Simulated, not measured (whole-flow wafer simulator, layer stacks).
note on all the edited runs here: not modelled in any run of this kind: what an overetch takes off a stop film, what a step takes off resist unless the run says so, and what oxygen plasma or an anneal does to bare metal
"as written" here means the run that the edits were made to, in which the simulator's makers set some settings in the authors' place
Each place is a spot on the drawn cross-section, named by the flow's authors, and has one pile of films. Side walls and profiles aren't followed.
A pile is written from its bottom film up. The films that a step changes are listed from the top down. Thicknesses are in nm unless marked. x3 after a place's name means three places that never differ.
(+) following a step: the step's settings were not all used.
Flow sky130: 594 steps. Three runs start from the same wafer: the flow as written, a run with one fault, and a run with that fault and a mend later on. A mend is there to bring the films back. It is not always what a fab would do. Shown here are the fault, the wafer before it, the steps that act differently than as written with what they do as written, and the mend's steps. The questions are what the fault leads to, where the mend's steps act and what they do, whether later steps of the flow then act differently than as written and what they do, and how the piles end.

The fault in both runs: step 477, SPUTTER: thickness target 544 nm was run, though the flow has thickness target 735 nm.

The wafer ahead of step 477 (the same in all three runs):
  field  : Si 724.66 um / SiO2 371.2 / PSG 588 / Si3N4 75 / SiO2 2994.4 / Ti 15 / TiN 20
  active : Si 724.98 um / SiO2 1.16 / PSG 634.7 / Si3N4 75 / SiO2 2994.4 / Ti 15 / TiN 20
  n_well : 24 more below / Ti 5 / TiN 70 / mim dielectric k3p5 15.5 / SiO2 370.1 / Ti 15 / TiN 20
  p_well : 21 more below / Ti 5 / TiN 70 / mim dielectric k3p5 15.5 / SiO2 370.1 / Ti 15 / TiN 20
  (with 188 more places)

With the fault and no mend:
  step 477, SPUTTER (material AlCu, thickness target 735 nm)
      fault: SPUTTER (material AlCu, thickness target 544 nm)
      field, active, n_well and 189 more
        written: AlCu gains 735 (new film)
        fault: AlCu gains 544 (new film)
  Steps later in the flow that act otherwise than as written (not shown: 15 more steps that differ only slightly, by at most 2% or 0.5 nm, whichever is larger):
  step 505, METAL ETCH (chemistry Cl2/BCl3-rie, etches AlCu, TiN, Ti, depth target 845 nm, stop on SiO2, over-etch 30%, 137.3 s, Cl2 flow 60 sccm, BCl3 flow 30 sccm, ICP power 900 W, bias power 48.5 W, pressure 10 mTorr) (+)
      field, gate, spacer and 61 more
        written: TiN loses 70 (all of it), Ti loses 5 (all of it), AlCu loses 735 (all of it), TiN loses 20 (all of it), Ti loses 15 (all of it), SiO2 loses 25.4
        fault: TiN loses 70 (all of it), Ti loses 5 (all of it), AlCu loses 544 (all of it), TiN loses 20 (all of it), Ti loses 15 (all of it), SiO2 loses 44.4
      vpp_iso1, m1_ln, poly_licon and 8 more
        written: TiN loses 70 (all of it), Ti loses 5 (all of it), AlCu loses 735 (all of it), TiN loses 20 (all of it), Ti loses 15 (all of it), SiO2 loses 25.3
        fault: TiN loses 70 (all of it), Ti loses 5 (all of it), AlCu loses 544 (all of it), TiN loses 20 (all of it), Ti loses 15 (all of it), SiO2 loses 44.4
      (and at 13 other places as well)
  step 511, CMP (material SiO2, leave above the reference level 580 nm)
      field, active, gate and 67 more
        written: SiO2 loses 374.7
        fault: SiO2 loses 546.6
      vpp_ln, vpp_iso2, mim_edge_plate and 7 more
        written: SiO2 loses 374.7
        fault: SiO2 loses 546.5
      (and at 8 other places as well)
  The piles end different from the flow's at field, active, n_well and 190 more by more than 2% or 0.5 nm, whichever is larger.
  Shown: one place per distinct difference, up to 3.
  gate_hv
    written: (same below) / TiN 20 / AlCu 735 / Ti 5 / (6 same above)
    fault: (same below) / TiN 20 / AlCu 544 / Ti 5 / (6 same above)
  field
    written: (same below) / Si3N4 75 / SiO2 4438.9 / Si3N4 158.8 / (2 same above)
    fault: (same below) / Si3N4 75 / SiO2 4247.9 / Si3N4 158.8 / (2 same above)
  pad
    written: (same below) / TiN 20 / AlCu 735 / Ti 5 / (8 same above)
    fault: (same below) / TiN 20 / AlCu 544 / Ti 5 / (8 same above)

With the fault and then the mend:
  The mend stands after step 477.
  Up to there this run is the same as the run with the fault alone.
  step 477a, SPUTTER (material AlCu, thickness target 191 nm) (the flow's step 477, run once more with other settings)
      field, active, n_well and 189 more
        AlCu gains 191
  Every later step of the flow that is run acts as written at every place that is followed.
  At every place that both follow, the piles at the end match the flow's.
